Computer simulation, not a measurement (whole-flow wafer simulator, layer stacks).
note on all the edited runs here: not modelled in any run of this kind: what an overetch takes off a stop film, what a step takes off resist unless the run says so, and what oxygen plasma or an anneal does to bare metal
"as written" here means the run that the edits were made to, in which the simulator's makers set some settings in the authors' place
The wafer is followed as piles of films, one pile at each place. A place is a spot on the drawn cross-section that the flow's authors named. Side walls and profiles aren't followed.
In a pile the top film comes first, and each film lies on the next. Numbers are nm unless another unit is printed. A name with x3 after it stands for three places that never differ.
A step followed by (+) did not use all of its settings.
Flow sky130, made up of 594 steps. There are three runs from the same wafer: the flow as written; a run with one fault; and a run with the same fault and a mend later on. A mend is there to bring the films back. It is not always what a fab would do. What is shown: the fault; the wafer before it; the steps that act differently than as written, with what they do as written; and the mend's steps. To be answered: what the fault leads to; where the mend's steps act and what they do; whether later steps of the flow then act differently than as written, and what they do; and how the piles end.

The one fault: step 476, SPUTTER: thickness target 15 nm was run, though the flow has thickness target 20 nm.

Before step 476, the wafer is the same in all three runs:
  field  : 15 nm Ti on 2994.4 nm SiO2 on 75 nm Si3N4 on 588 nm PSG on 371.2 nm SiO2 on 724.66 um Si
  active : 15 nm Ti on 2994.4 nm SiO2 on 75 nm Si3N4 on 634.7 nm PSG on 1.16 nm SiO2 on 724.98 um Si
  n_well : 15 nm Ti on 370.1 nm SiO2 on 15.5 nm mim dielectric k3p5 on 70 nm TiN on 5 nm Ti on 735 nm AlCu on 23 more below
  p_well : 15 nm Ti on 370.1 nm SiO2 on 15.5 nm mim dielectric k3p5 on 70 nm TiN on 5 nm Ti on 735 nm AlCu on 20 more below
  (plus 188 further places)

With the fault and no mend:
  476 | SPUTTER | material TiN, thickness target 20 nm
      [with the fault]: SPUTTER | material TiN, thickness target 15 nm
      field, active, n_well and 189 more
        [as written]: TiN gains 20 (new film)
        [with the fault]: TiN gains 15 (new film)
  Steps further on in the flow that do not act as written (not shown: 1 more step that differs only slightly, by at most 2% or 0.5 nm, whichever is larger):
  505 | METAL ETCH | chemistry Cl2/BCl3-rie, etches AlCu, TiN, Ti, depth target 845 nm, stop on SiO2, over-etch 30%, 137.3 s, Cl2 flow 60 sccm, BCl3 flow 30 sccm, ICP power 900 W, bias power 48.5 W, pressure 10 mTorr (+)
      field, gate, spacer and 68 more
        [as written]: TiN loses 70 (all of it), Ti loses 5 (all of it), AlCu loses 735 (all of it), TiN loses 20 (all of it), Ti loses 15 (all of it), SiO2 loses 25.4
        [with the fault]: TiN loses 70 (all of it), Ti loses 5 (all of it), AlCu loses 735 (all of it), TiN loses 15 (all of it), Ti loses 15 (all of it), SiO2 loses 25.9
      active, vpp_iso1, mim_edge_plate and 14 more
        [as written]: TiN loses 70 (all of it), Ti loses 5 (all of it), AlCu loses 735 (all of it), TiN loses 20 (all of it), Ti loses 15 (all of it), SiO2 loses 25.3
        [with the fault]: TiN loses 70 (all of it), Ti loses 5 (all of it), AlCu loses 735 (all of it), TiN loses 15 (all of it), Ti loses 15 (all of it), SiO2 loses 25.8
  At n_well, p_well, gate_hv and 102 more, the piles at the end differ from the flow's by more than 2% or 0.5 nm, whichever is larger.
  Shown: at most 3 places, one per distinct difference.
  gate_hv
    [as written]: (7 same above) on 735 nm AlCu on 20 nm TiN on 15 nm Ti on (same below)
    [with the fault]: (7 same above) on 735 nm AlCu on 15 nm TiN on 15 nm Ti on (same below)
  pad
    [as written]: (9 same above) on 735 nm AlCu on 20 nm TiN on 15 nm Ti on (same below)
    [with the fault]: (9 same above) on 735 nm AlCu on 15 nm TiN on 15 nm Ti on (same below)
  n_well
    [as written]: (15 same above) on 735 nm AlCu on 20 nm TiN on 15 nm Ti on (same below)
    [with the fault]: (15 same above) on 735 nm AlCu on 15 nm TiN on 15 nm Ti on (same below)

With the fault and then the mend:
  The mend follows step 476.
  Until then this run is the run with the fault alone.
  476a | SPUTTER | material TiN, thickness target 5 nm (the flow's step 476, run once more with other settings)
      field, active, n_well and 189 more
        TiN gains 5
  Later steps of the flow that are run all act as written at every place that is followed.
  At every place that both follow, the piles at the end match the flow's.
